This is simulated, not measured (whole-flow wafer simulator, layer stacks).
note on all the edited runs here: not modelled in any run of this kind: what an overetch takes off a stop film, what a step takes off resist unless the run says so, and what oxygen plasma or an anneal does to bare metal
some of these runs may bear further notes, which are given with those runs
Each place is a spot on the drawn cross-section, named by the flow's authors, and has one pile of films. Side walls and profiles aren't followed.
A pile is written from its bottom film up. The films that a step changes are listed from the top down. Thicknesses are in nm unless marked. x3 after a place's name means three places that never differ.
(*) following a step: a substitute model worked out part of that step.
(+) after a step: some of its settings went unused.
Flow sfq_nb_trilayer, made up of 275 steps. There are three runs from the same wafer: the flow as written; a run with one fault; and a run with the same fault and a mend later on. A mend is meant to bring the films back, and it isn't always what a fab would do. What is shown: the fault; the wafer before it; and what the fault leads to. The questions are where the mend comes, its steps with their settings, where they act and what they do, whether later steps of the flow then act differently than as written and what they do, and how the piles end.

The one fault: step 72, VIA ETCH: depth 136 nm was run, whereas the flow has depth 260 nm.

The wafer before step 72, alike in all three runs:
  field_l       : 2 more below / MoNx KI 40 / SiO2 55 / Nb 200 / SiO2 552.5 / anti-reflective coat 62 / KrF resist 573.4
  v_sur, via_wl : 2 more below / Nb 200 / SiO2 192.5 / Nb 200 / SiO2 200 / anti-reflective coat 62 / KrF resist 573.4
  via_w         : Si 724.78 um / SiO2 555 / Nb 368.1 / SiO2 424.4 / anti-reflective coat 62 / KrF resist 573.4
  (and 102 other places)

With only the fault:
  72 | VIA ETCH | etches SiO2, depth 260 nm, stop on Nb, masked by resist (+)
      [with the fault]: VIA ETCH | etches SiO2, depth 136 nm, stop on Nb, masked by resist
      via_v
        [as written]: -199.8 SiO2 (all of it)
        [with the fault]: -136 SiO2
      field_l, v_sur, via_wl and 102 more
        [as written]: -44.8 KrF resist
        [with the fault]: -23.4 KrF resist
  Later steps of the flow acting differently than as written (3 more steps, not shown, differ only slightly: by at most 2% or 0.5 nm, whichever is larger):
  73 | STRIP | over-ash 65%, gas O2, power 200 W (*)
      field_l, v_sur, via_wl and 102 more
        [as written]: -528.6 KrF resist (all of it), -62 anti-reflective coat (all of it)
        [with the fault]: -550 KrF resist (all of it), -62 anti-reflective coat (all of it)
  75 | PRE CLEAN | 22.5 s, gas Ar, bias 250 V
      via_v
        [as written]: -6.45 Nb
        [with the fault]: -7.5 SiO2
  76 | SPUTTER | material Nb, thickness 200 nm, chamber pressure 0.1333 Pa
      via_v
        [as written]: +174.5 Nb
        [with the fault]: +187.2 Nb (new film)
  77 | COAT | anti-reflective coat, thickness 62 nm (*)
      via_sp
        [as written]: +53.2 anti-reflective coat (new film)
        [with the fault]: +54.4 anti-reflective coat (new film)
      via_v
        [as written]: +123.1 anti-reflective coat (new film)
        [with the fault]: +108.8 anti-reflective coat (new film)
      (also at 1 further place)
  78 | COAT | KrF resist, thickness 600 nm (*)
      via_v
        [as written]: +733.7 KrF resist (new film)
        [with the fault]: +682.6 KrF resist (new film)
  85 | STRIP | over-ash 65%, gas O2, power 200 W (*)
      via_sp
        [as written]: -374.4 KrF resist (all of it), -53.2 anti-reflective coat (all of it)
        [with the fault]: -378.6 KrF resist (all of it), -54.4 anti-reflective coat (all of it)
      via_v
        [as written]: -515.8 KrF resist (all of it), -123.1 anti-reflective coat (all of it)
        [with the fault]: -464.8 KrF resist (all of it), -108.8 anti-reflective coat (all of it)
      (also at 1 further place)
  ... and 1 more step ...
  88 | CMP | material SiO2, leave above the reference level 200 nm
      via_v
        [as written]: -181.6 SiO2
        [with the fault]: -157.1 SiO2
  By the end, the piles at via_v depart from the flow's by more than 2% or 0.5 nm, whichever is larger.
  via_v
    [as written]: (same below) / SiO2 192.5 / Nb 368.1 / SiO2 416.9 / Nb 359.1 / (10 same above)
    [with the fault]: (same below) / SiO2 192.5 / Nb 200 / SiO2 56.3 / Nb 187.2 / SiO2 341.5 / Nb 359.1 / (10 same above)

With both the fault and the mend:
  The mend follows step 73.
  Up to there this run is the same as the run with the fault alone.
  73a | COAT | anti-reflective coat, thickness 62 nm (*) (a further turn of the flow's step 65)
      p4_fl x3, p4_w1 x9, p4_g1 x2 and 63 more
        +62 anti-reflective coat (new film)
      be_r, r_sur, res, r_end, moat, field_r, lsp_l, ln_m5
        +61.8 anti-reflective coat (new film)
      lsp_m, ln_m6, lsp_r, l0_sur, l0v
        +61.9 anti-reflective coat (new film)
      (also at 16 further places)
  73b | COAT | KrF resist, thickness 650 nm (*) (a further turn of the flow's step 66)
      p4_fl x3, p4_w1 x9, p4_g1 x2 and 63 more
        +650 KrF resist (new film)
      field_r, lsp_l, ln_m5, lsp_m, ln_m6, lsp_r, l0_sur, l0v
        +649.7 KrF resist (new film)
      res, r_end, moat
        +649.6 KrF resist (new film)
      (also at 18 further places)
  73c | SOFTBAKE | KrF resist (a further turn of the flow's step 67)
      does not change any film at any place that is followed
  73d | EXPOSE | photomask I1, dose 11.91 mJ/cm2, NA 0.6, wavelength 248 nm (*) (a further turn of the flow's step 68)
      does not change any film at any place that is followed
  73e | PEB | KrF resist, 90 s (a further turn of the flow's step 69)
      ce_l, c5j, ce_r and 91 more
        -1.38 KrF resist
      field_l, v_sur, via_wl and 8 more
        -1.37 KrF resist
      via_v
        -1.57 KrF resist
  73f | DEVELOP | KrF resist, thickness 650 nm, 60 s (a further turn of the flow's step 70)
      field_l, v_sur, via_wl and 102 more
        -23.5 KrF resist
      via_v
        -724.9 KrF resist (all of it)
  73g | VIA ETCH | etches anti-reflective coat, depth 125 nm, masked by resist (+) (a further turn of the flow's step 71)
      field_l, v_sur, via_wl and 102 more
        -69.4 KrF resist
      via_v
        -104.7 anti-reflective coat (all of it), -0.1 SiO2
  73h | VIA ETCH | etches SiO2, depth 124 nm, stop on Nb, masked by resist (+) (a further turn of the flow's step 72, with different settings)
      field_l, v_sur, via_wl and 102 more
        -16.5 KrF resist
      via_v
        -63.7 SiO2 (all of it)
  73i | STRIP | over-ash 65%, gas O2, power 200 W (*) (a further turn of the flow's step 73)
      p4_fl x3, p4_w1 x9, p4_g1 x2 and 63 more
        -539.2 KrF resist (all of it), -62 anti-reflective coat (all of it)
      lsp_m, ln_m6, lsp_r, l0_sur, l0v
        -538.9 KrF resist (all of it), -61.9 anti-reflective coat (all of it)
      res, r_end, moat, field_r
        -538.8 KrF resist (all of it), -61.8 anti-reflective coat (all of it)
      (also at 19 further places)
  None of the later steps of the flow differs from how it acts as written, at any place that is followed, by more than 2% or 0.5 nm, whichever is larger.
  At the end the piles are close to the flow's at the places that both follow, differing by at most 2% or 0.5 nm, whichever is larger.
